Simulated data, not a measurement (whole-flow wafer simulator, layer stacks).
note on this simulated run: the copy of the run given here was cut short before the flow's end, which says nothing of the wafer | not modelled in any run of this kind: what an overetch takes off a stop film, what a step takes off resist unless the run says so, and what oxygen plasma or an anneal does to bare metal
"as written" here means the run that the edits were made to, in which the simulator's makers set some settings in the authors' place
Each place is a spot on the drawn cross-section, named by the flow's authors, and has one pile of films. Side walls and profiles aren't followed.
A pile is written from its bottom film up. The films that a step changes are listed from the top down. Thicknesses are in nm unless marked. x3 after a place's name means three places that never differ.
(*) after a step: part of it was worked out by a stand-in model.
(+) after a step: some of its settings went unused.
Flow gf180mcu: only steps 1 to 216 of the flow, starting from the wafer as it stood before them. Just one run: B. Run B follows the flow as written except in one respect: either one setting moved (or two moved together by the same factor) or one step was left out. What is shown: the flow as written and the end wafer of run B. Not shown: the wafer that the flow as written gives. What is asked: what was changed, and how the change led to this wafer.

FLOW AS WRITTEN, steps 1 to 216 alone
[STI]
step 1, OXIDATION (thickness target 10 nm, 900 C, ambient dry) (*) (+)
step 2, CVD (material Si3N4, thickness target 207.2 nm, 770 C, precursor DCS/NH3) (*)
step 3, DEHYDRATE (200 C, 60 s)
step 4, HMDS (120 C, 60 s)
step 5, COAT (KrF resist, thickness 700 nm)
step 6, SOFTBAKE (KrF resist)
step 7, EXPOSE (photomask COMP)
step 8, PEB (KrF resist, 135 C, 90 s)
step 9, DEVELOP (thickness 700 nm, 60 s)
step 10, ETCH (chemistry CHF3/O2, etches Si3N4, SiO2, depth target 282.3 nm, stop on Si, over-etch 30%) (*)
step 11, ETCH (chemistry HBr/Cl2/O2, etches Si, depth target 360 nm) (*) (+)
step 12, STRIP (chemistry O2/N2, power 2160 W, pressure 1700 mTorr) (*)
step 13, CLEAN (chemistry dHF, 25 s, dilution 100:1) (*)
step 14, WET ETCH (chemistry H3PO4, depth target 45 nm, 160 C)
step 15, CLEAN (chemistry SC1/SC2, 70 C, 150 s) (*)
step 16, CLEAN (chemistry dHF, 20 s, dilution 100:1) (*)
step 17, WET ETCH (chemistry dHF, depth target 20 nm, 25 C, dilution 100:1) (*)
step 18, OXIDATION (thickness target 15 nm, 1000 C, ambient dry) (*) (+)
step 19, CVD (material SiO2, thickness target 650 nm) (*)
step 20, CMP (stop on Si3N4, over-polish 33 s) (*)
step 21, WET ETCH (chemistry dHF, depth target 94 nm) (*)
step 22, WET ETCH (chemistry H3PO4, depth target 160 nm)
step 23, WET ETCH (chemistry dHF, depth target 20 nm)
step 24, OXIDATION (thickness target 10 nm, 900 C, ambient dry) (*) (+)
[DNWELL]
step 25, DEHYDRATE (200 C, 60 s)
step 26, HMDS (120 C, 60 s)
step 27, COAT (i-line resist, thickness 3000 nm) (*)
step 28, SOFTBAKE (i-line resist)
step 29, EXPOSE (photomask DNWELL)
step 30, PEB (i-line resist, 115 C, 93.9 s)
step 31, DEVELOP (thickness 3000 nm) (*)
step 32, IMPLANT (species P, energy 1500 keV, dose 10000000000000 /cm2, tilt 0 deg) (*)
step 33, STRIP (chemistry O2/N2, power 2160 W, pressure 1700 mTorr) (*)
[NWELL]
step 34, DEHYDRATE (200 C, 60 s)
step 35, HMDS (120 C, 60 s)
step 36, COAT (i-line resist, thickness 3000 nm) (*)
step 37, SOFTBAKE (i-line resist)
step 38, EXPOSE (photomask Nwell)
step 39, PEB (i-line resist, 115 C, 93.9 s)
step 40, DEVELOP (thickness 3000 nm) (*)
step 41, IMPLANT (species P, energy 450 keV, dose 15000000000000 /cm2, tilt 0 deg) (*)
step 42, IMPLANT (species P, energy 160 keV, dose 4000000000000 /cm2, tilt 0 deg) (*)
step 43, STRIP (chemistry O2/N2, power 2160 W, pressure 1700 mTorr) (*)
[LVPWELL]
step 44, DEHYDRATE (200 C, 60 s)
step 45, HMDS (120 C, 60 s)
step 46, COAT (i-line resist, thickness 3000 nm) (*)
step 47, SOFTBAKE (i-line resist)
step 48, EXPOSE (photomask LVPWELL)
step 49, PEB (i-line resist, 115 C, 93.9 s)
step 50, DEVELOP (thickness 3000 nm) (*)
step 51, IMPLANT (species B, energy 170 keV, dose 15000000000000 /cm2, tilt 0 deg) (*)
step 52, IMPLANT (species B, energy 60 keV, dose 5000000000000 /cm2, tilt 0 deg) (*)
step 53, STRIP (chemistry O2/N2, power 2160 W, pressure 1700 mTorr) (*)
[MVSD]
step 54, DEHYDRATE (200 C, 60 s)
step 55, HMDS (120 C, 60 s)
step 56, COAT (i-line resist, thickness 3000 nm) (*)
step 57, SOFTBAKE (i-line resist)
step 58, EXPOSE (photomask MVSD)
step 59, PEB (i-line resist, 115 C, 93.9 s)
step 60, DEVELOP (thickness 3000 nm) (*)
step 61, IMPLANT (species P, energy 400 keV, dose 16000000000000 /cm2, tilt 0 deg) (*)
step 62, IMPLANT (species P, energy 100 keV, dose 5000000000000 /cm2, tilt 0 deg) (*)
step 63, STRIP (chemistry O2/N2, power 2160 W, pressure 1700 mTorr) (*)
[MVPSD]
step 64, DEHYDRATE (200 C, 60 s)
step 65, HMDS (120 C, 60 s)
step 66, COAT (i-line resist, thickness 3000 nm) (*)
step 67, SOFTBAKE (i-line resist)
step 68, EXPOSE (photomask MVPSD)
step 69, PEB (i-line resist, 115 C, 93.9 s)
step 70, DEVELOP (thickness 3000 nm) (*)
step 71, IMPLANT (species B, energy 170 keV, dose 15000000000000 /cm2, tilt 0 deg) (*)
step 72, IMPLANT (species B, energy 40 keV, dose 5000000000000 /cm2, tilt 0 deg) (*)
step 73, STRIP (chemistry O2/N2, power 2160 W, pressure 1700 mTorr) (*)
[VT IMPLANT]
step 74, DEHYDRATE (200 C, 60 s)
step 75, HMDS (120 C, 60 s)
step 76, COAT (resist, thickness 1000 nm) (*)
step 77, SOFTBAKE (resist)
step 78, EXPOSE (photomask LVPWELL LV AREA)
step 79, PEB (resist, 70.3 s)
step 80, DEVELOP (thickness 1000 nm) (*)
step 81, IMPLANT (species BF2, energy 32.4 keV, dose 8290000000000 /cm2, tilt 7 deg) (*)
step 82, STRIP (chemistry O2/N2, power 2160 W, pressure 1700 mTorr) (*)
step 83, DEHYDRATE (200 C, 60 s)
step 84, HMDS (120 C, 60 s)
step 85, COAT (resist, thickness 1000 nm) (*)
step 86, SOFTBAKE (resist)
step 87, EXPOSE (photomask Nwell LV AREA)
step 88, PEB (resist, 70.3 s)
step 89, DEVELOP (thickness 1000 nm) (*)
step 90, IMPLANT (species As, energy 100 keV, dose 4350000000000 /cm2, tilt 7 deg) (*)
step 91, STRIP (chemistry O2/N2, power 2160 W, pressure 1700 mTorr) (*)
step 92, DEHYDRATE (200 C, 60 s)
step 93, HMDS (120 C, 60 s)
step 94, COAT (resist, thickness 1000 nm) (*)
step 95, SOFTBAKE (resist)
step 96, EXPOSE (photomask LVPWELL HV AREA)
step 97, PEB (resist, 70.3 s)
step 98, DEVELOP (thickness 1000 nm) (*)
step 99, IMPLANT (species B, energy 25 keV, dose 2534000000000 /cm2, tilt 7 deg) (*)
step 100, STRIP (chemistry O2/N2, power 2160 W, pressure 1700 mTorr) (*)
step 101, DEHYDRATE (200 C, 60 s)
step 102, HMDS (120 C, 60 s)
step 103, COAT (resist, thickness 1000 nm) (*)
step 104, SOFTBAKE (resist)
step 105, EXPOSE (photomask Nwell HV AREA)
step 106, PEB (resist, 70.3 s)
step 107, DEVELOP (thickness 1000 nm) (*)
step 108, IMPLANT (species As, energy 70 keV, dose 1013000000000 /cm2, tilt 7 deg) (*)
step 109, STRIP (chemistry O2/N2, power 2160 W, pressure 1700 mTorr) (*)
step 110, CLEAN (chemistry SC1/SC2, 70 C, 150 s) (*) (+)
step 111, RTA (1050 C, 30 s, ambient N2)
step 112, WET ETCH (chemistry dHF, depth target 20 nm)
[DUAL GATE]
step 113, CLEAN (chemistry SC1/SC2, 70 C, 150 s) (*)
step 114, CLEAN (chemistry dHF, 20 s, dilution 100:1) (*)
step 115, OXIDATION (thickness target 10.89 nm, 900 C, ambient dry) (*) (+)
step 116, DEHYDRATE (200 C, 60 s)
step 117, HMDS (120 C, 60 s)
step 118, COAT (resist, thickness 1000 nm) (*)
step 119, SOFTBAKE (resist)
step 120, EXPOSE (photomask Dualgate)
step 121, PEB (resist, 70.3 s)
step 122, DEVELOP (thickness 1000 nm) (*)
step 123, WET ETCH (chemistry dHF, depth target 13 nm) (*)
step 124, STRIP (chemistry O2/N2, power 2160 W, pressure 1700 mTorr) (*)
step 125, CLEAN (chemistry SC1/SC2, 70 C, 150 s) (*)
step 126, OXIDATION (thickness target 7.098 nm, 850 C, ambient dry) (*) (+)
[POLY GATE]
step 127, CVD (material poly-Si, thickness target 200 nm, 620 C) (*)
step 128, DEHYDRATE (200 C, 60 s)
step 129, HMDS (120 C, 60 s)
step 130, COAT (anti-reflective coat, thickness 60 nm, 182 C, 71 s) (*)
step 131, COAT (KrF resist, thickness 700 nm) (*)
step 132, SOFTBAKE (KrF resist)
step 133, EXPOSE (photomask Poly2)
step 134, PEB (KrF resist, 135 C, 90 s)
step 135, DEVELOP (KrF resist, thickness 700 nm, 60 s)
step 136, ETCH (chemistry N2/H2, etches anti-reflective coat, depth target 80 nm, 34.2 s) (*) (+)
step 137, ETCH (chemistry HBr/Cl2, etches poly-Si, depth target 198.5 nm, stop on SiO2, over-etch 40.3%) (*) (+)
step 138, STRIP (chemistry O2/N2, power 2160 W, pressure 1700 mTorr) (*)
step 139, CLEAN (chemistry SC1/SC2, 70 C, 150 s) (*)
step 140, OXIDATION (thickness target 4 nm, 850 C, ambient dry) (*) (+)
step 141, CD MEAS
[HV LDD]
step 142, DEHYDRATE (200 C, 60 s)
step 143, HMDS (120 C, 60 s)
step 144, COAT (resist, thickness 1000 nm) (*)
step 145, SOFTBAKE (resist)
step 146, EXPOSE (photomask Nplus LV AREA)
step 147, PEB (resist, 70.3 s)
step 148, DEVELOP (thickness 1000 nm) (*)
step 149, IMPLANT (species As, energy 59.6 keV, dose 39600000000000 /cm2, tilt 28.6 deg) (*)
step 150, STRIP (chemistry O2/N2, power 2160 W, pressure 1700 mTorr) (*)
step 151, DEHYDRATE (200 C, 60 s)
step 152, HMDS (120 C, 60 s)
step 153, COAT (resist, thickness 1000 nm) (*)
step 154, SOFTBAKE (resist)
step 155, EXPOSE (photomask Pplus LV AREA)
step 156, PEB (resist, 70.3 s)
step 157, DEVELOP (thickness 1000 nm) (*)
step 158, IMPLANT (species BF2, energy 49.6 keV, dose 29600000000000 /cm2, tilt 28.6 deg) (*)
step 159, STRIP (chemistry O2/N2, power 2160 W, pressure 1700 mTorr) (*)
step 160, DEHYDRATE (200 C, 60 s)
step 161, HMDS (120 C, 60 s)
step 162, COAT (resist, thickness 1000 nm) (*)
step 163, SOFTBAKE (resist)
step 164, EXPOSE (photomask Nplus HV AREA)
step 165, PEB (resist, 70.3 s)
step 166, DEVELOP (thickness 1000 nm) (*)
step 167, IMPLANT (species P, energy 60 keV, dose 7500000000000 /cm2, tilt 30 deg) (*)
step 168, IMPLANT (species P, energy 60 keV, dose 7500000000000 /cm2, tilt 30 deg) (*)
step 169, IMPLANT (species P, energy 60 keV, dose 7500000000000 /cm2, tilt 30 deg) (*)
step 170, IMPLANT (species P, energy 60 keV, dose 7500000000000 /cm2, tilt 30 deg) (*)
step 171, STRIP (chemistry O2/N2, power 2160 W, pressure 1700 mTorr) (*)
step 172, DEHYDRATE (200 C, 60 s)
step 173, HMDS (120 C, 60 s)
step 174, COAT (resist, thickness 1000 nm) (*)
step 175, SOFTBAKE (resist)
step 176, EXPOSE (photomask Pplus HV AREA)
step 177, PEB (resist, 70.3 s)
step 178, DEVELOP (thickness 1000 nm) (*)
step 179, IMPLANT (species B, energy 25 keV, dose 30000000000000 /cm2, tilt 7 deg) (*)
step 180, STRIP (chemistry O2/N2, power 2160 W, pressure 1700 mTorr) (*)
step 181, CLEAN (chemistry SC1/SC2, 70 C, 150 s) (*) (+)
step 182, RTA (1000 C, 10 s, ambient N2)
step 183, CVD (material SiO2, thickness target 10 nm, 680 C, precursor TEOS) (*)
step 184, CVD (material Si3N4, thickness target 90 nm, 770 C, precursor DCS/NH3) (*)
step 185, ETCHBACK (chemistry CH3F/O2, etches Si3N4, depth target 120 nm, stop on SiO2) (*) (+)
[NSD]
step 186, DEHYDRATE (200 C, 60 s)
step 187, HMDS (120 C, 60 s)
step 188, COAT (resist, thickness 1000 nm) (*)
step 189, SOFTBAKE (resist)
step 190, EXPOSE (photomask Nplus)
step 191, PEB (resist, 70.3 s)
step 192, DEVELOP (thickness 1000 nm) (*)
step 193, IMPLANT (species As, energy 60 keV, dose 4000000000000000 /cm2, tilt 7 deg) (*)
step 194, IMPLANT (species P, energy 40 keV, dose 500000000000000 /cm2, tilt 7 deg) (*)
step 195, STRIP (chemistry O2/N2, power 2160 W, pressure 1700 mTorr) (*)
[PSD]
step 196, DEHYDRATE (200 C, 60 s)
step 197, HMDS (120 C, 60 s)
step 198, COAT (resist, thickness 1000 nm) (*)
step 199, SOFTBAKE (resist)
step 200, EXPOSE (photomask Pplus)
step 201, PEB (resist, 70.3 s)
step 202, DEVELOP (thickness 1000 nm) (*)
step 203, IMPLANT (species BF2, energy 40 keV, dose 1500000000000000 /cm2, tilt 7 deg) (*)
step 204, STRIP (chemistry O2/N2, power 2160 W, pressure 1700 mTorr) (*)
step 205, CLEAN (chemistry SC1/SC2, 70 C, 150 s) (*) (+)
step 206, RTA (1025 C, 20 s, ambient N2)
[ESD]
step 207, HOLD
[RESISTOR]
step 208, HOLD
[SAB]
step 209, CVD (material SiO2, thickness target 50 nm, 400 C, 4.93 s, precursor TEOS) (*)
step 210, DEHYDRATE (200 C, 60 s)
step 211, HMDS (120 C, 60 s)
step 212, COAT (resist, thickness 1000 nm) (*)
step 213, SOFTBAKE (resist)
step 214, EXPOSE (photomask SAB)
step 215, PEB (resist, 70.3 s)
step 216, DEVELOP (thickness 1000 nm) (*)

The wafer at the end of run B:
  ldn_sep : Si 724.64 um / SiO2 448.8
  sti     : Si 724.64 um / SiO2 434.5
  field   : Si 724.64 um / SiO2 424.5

The reason: step 23, WET ETCH: depth target 11.5 nm was run, whereas the flow has depth target 20 nm.

The path from the change to this, step by step:
  step 23, WET ETCH (chemistry dHF, depth target 20 nm)
      field, field_sub, sti and 29 more: SiO2 loses 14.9 (in the flow as written it would be: SiO2 loses 26)
      mim, npoly_u, ppoly_u, nw_enc_fld, nw_enc_fld_lv: SiO2 loses 15 (in the flow as written it would be: SiO2 loses 26)
  step 28, SOFTBAKE (i-line resist)
      ldn_fp, ldn_drn: i-line resist gains 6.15 (in the flow as written it would be: i-line resist gains 4.83)
      field: i-line resist gains 3.25 (in the flow as written it would be: i-line resist gains 2.45)
      (also at 33 further places)
  step 37, SOFTBAKE (i-line resist)
      ldn_fp, ldn_drn: i-line resist gains 6.15 (in the flow as written it would be: i-line resist gains 4.83)
      field: i-line resist gains 3.25 (in the flow as written it would be: i-line resist gains 2.45)
      (also at 33 further places)
  step 47, SOFTBAKE (i-line resist)
      ldn_fp, ldn_drn: i-line resist gains 6.15 (in the flow as written it would be: i-line resist gains 4.83)
      field: i-line resist gains 3.25 (in the flow as written it would be: i-line resist gains 2.45)
      (also at 33 further places)
  step 57, SOFTBAKE (i-line resist)
      ldn_fp, ldn_drn: i-line resist gains 6.15 (in the flow as written it would be: i-line resist gains 4.83)
      field: i-line resist gains 3.25 (in the flow as written it would be: i-line resist gains 2.45)
      (also at 33 further places)
  step 67, SOFTBAKE (i-line resist)
      ldn_fp, ldn_drn: i-line resist gains 6.15 (in the flow as written it would be: i-line resist gains 4.83)
      field: i-line resist gains 3.25 (in the flow as written it would be: i-line resist gains 2.45)
      (also at 33 further places)
  step 77, SOFTBAKE (resist)
      gate_p_hv: resist gains 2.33 (in the flow as written it would be: resist gains 1.75)
      iso_ptap_sub: resist gains 2.41 (in the flow as written it would be: resist gains 1.9)
  step 86, SOFTBAKE (resist)
      gate_p_hv: resist gains 2.33 (in the flow as written it would be: resist gains 1.75)
      iso_ptap_sub: resist gains 2.41 (in the flow as written it would be: resist gains 1.9)
  step 95, SOFTBAKE (resist)
      gate_p_hv: resist gains 2.33 (in the flow as written it would be: resist gains 1.75)
      iso_ptap_sub: resist gains 2.41 (in the flow as written it would be: resist gains 1.9)
  step 104, SOFTBAKE (resist)
      gate_p_hv: resist gains 2.33 (in the flow as written it would be: resist gains 1.75)
      iso_ptap_sub: resist gains 2.41 (in the flow as written it would be: resist gains 1.9)
  step 119, SOFTBAKE (resist)
      gate_p_hv: resist gains 1.4 (in the flow as written it would be: resist gains 0.83)
      iso_ptap_sub: resist gains 1.57 (in the flow as written it would be: resist gains 1.06)
  step 130, COAT (anti-reflective coat, thickness 60 nm, 182 C, 71 s) (*)
      p_well, spacer, sd_n: anti-reflective coat gains 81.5 (new film) (in the flow as written it would be: anti-reflective coat gains 70.9 (new film))
      field: anti-reflective coat gains 57.9 (new film) (in the flow as written it would be: anti-reflective coat gains 61.5 (new film))
      (also at 70 further places)
  step 136, ETCH (chemistry N2/H2, etches anti-reflective coat, depth target 80 nm, 34.2 s) (*) (+)
      p_well, spacer, sd_n: anti-reflective coat loses 81.5 (all of it), poly-Si loses 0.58 (in the flow as written it would be: anti-reflective coat loses 70.9 (all of it), poly-Si loses 0.85)
      field: anti-reflective coat loses 57.9 (all of it), poly-Si loses 1.18 (in the flow as written it would be: anti-reflective coat loses 61.5 (all of it), poly-Si loses 1.09)
      (also at 49 further places)
  step 138, STRIP (chemistry O2/N2, power 2160 W, pressure 1700 mTorr) (*)
      gate: chemical SiO2 gains 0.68 (new film), KrF resist loses 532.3 (all of it), anti-reflective coat loses 70.3 (all of it), poly-Si loses 0.3 (in the flow as written it would be: chemical SiO2 gains 0.68 (new film), KrF resist loses 531.7 (all of it), anti-reflective coat loses 65.5 (all of it), poly-Si loses 0.3)
      gate_hv: chemical SiO2 gains 0.68 (new film), KrF resist loses 530.7 (all of it), anti-reflective coat loses 62.8 (all of it), poly-Si loses 0.3 (in the flow as written it would be: chemical SiO2 gains 0.68 (new film), KrF resist loses 528.4 (all of it), anti-reflective coat loses 61 (all of it), poly-Si loses 0.3)
      (also at 19 further places)
  step 145, SOFTBAKE (resist)
      gate_p_hv: resist loses 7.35 (in the flow as written it would be: resist loses 7.98)
      iso_ptap_sub: resist gains 1.18 (in the flow as written it would be: resist gains 0.67)
      (also at 1 further place)
  step 154, SOFTBAKE (resist)
      gate_p_hv: resist loses 7.35 (in the flow as written it would be: resist loses 7.98)
      iso_ptap_sub: resist gains 1.18 (in the flow as written it would be: resist gains 0.67)
      (also at 1 further place)
  ... 5 other steps ...
  step 213, SOFTBAKE (resist)
      gate_p_hv: resist loses 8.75 (in the flow as written it would be: resist loses 9.34)
      iso_ptap_sub: resist gains 1.17 (in the flow as written it would be: resist gains 0.66)
      (also at 3 further places)
